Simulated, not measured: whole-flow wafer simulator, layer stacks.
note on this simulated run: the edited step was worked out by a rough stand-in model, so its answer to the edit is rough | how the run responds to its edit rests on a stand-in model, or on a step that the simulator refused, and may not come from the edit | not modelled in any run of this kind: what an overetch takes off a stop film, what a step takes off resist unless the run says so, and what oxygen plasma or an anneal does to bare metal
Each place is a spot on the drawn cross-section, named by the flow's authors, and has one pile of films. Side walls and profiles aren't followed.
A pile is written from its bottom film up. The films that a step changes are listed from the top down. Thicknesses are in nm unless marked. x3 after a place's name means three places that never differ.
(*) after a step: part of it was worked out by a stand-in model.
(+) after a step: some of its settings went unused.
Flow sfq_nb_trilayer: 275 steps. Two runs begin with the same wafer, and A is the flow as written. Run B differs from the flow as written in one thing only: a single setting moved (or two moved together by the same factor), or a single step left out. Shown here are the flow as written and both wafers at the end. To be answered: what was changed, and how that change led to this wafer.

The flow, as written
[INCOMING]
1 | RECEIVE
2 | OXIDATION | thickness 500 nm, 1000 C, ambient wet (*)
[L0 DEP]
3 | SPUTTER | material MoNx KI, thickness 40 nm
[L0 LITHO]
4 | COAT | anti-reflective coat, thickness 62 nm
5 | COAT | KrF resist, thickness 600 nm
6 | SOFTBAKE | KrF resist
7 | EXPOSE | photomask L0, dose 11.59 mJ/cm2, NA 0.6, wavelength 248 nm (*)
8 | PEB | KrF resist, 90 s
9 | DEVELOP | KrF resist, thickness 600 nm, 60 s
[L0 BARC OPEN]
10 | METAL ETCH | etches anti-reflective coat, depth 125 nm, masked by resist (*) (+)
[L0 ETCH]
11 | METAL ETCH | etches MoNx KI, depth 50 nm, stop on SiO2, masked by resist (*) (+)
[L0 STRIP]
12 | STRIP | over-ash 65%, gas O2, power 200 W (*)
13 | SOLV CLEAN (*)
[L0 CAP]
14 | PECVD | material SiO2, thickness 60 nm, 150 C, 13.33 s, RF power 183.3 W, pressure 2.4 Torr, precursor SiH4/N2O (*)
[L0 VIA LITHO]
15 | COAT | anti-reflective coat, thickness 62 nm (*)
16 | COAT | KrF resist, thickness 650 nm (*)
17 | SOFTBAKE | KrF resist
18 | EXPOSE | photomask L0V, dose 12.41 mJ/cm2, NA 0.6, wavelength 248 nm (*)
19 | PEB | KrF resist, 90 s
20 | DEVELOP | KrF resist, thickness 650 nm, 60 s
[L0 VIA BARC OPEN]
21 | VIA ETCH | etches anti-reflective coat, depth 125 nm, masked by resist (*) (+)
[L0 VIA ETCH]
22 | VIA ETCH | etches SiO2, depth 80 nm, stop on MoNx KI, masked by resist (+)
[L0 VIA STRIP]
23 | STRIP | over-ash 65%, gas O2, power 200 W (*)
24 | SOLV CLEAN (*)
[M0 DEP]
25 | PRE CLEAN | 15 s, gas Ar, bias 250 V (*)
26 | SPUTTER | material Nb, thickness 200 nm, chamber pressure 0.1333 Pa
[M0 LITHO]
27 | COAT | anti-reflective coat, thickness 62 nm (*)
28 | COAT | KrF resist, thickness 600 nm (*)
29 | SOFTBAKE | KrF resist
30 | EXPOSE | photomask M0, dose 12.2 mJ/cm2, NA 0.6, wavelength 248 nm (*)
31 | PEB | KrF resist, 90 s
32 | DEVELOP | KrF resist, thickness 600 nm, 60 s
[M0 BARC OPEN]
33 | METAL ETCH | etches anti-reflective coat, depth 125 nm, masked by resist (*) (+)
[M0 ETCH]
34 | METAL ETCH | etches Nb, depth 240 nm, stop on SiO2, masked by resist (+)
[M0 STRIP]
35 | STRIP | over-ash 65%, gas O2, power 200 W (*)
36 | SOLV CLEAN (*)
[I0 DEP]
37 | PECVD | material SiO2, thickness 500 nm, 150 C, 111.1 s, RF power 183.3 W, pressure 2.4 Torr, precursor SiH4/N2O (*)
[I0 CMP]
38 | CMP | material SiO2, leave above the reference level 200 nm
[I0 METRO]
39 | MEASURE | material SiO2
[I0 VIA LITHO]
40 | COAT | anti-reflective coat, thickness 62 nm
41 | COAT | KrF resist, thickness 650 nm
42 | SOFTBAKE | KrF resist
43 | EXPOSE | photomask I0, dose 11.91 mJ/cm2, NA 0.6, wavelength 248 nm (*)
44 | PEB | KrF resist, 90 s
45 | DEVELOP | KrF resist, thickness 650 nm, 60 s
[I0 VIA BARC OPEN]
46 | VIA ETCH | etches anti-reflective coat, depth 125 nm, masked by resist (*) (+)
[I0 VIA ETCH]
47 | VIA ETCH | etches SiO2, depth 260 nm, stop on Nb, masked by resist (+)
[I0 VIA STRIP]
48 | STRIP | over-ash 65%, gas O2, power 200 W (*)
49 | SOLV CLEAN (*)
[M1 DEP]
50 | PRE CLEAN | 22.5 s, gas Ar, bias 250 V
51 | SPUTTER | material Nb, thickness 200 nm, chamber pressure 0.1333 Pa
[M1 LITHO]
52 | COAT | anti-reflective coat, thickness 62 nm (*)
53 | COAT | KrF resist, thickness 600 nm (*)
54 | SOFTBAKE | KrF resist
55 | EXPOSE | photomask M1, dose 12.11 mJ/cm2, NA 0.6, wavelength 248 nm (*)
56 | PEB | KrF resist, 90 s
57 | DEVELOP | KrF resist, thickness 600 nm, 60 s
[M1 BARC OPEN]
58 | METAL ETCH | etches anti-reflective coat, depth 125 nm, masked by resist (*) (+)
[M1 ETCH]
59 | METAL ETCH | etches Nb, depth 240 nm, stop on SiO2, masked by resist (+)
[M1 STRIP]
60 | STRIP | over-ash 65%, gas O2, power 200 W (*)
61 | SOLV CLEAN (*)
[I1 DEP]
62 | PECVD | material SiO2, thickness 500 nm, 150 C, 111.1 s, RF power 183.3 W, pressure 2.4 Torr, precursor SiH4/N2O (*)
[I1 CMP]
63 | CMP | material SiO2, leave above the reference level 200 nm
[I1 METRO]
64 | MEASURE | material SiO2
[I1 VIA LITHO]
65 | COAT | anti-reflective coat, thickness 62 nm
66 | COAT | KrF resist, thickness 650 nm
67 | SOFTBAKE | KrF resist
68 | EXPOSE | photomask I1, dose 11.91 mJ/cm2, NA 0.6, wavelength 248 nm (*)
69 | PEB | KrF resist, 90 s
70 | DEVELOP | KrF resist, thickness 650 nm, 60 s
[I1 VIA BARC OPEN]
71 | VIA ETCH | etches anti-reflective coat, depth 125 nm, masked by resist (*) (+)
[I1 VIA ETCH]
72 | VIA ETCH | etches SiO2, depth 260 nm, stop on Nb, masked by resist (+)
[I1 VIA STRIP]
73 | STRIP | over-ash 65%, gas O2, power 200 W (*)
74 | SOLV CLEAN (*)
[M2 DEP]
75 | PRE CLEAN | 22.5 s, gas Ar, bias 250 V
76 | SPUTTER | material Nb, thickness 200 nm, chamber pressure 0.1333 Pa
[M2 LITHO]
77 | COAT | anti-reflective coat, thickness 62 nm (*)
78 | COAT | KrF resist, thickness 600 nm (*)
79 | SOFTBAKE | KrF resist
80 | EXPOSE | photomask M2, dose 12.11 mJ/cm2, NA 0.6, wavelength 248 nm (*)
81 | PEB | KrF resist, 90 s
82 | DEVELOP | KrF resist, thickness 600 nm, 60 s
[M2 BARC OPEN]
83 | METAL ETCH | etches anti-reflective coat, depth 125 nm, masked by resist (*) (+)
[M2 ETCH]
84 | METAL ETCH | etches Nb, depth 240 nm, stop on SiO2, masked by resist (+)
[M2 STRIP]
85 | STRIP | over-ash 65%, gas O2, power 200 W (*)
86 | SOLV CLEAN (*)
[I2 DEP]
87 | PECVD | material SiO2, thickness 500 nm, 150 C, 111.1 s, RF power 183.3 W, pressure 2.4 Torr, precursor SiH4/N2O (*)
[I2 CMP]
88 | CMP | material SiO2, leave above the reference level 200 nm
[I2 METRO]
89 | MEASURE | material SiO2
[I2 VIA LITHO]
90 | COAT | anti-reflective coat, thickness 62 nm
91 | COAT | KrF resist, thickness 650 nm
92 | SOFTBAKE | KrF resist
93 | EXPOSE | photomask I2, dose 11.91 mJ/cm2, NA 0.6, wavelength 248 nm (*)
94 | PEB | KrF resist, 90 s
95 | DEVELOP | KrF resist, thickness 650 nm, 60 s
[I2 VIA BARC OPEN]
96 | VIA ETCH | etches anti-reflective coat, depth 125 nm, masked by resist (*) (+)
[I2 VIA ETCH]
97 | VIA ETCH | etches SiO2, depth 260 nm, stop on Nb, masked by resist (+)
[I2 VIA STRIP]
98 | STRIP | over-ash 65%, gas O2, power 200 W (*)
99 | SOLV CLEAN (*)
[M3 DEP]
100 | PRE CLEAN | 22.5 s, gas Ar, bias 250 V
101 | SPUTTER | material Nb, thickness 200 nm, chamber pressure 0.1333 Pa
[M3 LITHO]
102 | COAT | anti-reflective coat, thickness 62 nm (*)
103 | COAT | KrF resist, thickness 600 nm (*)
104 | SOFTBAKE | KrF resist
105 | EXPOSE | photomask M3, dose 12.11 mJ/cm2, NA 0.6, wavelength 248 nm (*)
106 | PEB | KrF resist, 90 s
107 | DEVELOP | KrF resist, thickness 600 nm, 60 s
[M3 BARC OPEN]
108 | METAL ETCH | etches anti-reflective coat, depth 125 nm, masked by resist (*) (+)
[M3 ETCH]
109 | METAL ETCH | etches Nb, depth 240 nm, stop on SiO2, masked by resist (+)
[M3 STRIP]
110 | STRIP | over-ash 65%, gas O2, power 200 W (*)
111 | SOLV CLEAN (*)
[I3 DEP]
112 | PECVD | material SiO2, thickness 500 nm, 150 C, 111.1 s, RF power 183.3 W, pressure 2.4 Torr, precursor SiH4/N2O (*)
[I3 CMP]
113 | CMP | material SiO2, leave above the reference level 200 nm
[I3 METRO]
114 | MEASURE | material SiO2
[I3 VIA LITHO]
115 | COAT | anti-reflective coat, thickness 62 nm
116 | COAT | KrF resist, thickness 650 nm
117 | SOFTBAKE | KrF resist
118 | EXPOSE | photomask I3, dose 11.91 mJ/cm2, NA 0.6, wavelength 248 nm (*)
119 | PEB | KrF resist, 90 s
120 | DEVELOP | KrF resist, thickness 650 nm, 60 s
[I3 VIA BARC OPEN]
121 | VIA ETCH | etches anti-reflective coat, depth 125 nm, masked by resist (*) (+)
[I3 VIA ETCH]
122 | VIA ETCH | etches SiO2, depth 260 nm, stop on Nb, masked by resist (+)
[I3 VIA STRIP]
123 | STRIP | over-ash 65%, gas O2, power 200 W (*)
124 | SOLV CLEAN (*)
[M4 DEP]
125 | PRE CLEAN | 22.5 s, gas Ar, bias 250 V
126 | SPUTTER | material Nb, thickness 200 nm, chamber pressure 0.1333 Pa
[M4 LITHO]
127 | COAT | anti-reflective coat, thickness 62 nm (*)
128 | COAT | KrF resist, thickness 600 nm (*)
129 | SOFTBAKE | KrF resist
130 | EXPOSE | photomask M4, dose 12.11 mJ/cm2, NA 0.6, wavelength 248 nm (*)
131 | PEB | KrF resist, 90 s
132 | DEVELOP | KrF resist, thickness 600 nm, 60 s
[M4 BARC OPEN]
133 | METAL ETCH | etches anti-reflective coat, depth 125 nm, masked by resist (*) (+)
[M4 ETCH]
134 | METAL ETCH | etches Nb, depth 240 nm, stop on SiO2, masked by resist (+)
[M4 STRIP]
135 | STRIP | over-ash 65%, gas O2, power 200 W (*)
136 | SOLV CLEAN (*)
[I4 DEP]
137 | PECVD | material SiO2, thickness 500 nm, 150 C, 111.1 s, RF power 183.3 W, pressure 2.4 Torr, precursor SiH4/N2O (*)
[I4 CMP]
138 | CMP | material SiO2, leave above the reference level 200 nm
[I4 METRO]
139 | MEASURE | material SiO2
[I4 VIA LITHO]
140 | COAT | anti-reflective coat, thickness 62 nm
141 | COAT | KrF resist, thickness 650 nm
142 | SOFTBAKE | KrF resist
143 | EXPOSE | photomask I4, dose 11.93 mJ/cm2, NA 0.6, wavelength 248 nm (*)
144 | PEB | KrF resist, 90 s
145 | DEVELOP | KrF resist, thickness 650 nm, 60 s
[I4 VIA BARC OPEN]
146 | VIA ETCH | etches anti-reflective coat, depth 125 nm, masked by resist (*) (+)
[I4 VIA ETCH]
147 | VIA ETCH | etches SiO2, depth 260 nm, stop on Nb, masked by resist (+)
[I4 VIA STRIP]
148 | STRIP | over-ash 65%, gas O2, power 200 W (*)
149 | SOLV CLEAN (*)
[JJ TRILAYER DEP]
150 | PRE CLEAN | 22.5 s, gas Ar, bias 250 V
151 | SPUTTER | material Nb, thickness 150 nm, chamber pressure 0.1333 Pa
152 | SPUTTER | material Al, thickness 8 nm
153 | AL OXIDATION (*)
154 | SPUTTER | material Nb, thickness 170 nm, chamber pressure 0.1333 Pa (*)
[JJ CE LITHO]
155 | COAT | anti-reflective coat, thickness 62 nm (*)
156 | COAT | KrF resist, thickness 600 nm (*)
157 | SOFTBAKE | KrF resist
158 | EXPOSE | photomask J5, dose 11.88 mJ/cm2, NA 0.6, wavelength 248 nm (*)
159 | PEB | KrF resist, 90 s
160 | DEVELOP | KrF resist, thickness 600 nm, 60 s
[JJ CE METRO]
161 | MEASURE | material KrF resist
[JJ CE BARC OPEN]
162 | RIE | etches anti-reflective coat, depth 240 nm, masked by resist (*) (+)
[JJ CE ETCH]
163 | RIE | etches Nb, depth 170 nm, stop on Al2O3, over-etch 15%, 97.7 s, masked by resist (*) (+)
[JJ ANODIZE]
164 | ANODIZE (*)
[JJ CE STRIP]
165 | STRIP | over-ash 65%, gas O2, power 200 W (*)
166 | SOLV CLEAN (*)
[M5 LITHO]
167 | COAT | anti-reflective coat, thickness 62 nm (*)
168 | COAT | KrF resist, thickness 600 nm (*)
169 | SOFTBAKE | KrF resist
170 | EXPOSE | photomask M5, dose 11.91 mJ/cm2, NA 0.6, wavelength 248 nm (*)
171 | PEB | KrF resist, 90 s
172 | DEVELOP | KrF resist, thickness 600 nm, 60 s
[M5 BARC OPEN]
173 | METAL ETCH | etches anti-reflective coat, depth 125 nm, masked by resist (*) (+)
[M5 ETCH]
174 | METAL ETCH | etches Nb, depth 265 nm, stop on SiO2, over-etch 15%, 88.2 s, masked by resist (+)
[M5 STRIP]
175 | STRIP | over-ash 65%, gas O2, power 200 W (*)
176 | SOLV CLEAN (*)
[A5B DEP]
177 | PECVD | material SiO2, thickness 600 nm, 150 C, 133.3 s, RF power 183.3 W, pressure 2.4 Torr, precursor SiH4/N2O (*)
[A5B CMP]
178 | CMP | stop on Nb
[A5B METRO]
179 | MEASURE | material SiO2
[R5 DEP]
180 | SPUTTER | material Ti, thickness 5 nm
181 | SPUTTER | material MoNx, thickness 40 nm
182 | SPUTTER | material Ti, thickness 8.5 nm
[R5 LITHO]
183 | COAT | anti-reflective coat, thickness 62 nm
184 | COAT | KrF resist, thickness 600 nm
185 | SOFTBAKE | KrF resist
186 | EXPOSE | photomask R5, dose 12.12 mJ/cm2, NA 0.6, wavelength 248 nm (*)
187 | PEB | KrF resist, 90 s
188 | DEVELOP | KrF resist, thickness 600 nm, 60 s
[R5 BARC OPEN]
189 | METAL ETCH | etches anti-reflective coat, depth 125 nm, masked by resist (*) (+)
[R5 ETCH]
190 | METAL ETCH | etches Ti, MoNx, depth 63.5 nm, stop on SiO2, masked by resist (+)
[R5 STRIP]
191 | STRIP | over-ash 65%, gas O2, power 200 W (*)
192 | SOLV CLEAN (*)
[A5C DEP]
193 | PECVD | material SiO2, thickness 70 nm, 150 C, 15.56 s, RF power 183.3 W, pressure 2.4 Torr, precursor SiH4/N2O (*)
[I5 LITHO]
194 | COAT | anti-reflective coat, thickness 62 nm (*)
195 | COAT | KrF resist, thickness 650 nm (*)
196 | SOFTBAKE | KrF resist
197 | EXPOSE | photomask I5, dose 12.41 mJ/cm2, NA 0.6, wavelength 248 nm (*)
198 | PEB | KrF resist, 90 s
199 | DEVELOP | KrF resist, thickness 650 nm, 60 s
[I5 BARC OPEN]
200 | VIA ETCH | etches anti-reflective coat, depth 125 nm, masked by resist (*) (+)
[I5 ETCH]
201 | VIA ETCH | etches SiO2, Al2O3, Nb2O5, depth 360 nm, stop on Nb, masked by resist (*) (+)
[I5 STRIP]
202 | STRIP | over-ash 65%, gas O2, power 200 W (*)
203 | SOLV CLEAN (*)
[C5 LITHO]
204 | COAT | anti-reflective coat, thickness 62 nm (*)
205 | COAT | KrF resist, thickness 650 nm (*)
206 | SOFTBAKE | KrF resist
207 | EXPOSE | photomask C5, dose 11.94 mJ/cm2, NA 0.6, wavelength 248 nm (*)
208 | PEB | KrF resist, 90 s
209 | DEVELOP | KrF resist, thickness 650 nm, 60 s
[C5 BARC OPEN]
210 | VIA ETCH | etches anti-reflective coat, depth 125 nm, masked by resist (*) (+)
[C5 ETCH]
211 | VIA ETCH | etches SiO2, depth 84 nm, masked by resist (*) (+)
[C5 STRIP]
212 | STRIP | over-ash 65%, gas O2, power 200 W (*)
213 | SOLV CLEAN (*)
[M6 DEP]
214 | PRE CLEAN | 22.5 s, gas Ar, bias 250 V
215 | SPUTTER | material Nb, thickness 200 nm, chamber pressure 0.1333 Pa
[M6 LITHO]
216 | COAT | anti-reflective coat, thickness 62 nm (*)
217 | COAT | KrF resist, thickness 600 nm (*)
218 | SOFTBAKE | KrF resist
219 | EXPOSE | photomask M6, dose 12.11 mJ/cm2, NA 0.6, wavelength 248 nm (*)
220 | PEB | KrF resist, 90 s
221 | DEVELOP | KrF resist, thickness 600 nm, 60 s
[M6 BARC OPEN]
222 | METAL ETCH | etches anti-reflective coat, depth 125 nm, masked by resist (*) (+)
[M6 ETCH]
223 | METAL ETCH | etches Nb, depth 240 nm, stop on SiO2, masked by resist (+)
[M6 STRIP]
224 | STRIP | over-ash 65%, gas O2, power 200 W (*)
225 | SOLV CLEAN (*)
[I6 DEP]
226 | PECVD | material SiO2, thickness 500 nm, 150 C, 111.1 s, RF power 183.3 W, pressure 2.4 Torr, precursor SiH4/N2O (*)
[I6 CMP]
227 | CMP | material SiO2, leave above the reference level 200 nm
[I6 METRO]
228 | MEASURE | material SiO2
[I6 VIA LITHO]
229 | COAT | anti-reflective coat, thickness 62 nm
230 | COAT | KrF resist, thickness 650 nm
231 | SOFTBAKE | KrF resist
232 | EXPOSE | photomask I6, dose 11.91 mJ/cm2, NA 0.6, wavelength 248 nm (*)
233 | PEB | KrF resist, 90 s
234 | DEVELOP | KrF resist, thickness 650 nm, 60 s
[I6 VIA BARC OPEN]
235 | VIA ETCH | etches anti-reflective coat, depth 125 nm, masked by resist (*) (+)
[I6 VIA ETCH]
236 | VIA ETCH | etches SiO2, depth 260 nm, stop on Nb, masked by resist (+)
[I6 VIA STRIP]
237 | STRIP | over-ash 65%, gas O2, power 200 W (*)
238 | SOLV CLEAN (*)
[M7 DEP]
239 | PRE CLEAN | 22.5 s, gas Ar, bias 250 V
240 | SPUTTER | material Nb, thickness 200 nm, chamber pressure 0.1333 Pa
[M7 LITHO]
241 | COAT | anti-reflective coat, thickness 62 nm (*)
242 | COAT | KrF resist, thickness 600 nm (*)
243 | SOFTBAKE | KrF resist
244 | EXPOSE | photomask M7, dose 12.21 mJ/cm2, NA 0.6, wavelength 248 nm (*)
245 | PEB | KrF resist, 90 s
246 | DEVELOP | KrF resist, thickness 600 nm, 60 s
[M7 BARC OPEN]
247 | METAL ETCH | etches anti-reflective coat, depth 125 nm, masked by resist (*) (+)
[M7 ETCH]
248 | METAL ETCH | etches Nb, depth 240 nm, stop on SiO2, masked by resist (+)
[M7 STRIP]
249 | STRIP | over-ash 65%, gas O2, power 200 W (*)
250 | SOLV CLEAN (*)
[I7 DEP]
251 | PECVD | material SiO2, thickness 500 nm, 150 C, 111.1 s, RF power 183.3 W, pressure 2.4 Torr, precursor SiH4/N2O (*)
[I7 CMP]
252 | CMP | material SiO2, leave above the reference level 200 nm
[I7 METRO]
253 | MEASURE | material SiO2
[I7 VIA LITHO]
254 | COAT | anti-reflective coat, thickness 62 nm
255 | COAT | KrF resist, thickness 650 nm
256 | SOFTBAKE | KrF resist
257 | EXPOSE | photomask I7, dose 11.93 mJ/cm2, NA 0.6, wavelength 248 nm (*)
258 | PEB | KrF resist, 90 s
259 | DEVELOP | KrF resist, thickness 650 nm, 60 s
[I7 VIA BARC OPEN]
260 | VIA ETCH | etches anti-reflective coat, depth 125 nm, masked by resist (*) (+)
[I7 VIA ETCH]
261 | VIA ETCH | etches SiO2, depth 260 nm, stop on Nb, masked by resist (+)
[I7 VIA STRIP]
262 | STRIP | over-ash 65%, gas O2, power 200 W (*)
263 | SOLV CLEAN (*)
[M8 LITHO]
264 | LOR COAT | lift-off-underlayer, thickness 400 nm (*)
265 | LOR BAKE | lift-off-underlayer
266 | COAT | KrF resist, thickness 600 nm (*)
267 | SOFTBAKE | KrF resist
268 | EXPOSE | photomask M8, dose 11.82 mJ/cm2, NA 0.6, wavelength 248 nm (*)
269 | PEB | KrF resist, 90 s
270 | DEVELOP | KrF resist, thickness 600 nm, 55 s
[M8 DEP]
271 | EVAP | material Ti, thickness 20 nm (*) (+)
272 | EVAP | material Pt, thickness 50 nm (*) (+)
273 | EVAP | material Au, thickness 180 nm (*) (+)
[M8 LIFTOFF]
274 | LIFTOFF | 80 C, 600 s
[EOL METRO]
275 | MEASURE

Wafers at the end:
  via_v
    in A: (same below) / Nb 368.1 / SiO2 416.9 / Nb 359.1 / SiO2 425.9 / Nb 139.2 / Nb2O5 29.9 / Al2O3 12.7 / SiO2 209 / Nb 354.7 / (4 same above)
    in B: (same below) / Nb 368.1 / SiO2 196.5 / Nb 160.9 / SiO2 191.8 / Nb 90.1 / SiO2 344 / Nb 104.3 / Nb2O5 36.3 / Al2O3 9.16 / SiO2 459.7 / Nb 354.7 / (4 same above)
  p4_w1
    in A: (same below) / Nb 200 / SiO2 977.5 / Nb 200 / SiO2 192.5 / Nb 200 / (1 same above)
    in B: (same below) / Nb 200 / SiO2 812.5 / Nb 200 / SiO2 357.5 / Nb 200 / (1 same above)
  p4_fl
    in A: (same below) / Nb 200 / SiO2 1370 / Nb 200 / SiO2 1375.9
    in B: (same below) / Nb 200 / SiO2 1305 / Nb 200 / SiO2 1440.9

What caused this: step 87, PECVD: thickness 235 nm was run, while the flow as written has thickness 500 nm; step 87, PECVD: 52.22 s was run, where the flow has 111.1 s.

Step by step, how the change led to this:
  87 | PECVD | material SiO2, thickness 500 nm, 150 C, 111.1 s, RF power 183.3 W, pressure 2.4 Torr, precursor SiH4/N2O (*)
      field_l, be, be_sur and 81 more: A +500 SiO2 | B +235 SiO2
      v_sur, via_wl, via_w and 18 more: A +500 SiO2 (new film) | B +235 SiO2 (new film)
      (also at 1 further place)
  88 | CMP | material SiO2, leave above the reference level 200 nm
      field_l, be, be_sur and 81 more: A -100 SiO2 | B nothing
      via_v: A -181.6 SiO2 | B nothing
      (also at 21 further places)
  90 | COAT | anti-reflective coat, thickness 62 nm
      p3_s1, p3_l3, p3_s3, p3_l4, p3_s4, p3_l5: A +62 anti-reflective coat (new film) | B +63.9 anti-reflective coat (new film)
      m0r_space_l, m0r_space_r, m6r_space_l, m6r_space_r, m7r_space_l, m7r_space_r: A +62 anti-reflective coat (new film) | B +81.1 anti-reflective coat (new film)
      (also at 68 further places)
  91 | COAT | KrF resist, thickness 650 nm
      m0r_line_l, m0r_line_r, m6r_line_l, m6r_line_r, m7r_line_l, m7r_line_r: A +650 KrF resist (new film) | B +682.6 KrF resist (new film)
      m0r_space_l, m0r_space_r, m6r_space_l, m6r_space_r, m7r_space_l, m7r_space_r: A +650 KrF resist (new film) | B +671.3 KrF resist (new film)
      (also at 55 further places)
  95 | DEVELOP | KrF resist, thickness 650 nm, 60 s
      via_w: A -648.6 KrF resist (all of it) | B -590.3 KrF resist (all of it)
  96 | VIA ETCH | etches anti-reflective coat, depth 125 nm, masked by resist (*) (+)
      field_l, v_sur, via_wl and 102 more: A -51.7 KrF resist | B -40.6 KrF resist
      via_w: A -62 anti-reflective coat (all of it), -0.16 SiO2 | B -48.7 anti-reflective coat (all of it), -0.12 SiO2
  98 | STRIP | over-ash 65%, gas O2, power 200 W (*)
      m0r_line_l, m0r_line_r, m6r_line_l, m6r_line_r, m7r_line_l, m7r_line_r: A -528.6 KrF resist (all of it), -62 anti-reflective coat (all of it) | B -572.1 KrF resist (all of it), -61.8 anti-reflective coat (all of it)
      m0r_space_l, m0r_space_r, m6r_space_l, m6r_space_r, m7r_space_l, m7r_space_r: A -528.6 KrF resist (all of it), -62 anti-reflective coat (all of it) | B -560.9 KrF resist (all of it), -81.1 anti-reflective coat (all of it)
      (also at 93 further places)
  101 | SPUTTER | material Nb, thickness 200 nm, chamber pressure 0.1333 Pa
      via_v: A +200 Nb (new film) | B +160.9 Nb (new film)
  102 | COAT | anti-reflective coat, thickness 62 nm (*)
      p3_s1, p3_l3, p3_s3, p3_l4, p3_s4, p3_l5: A +62 anti-reflective coat (new film) | B +63.8 anti-reflective coat (new film)
      jj_sur, ce_r, sp_r: A +61.7 anti-reflective coat (new film) | B +63.3 anti-reflective coat (new film)
      (also at 70 further places)
  103 | COAT | KrF resist, thickness 600 nm (*)
      m0r_line_l, m6r_line_l, m7r_line_l: A +600 KrF resist (new film) | B +629.8 KrF resist (new film)
      m0r_space_l, m6r_space_l, m7r_space_l: A +600 KrF resist (new film) | B +622.1 KrF resist (new film)
      (also at 60 further places)
  107 | DEVELOP | KrF resist, thickness 600 nm, 60 s
      m0r_line_l, m6r_line_l, m7r_line_l: A -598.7 KrF resist (all of it) | B -628.5 KrF resist (all of it)
      m0r_space_l, m6r_space_l, m7r_space_l: A -598.7 KrF resist (all of it) | B -620.8 KrF resist (all of it)
      (also at 38 further places)
  108 | METAL ETCH | etches anti-reflective coat, depth 125 nm, masked by resist (*) (+)
      m5r_linepad_l, m5r_linepad_r, r5r_spacepad_l, r5r_spacepad_r, m8r_pad_l, m8r_pad_r: A -62 anti-reflective coat (all of it) | B -125 anti-reflective coat
      v_sur, via_wl, via_w and 28 more: A -51.7 KrF resist | B -69.4 KrF resist
      (also at 46 further places)
  109 | METAL ETCH | etches Nb, depth 240 nm, stop on SiO2, masked by resist (+)
      m5r_linepad_l, m5r_linepad_r: A -200 Nb (all of it) | B -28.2 anti-reflective coat (all of it), -200 Nb (all of it)
      r5r_spacepad_l, r5r_spacepad_r: A -200 Nb (all of it) | B -28.5 anti-reflective coat (all of it), -200 Nb (all of it)
      (also at 2 further places)
  110 | STRIP | over-ash 65%, gas O2, power 200 W (*)
      p3_l3, p3_l5: A -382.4 KrF resist (all of it), -62 anti-reflective coat (all of it) | B -369.9 KrF resist (all of it), -63.8 anti-reflective coat (all of it)
      v_sur: A -365.3 KrF resist (all of it), -61.1 anti-reflective coat (all of it) | B -278.3 KrF resist (all of it), -39.4 anti-reflective coat (all of it)
      (also at 27 further places)
  112 | PECVD | material SiO2, thickness 500 nm, 150 C, 111.1 s, RF power 183.3 W, pressure 2.4 Torr, precursor SiH4/N2O (*)
      via_v: A +500 SiO2 (new film) | B +616.5 SiO2 (new film)
  113 | CMP | material SiO2, leave above the reference level 200 nm
      field_l, be, be_sur and 64 more: A -100 SiO2 | B nothing
      p4_g1, p4_g2, p3_s0, p3_s1, p3_s2, p3_s3, p3_s4, p3_s5: A -157.1 SiO2 | B nothing
      (also at 10 further places)
  ... 32 further steps ...
  178 | CMP | stop on Nb
      via_v: A -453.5 SiO2 | B -340.8 SiO2
With metal films that touch counted as one body, via_v has 7 bodies (between them, from the top down: SiO2 437.8; SiO2 459.7 / Al2O3 9.16 / Nb2O5 36.3; SiO2 344; SiO2 191.8; SiO2 196.5; SiO2 192.5); the flow as written gives 6 bodies (between them, from the top down: SiO2 437.8; SiO2 209 / Al2O3 12.7 / Nb2O5 29.9; SiO2 425.9; SiO2 416.9; SiO2 192.5).
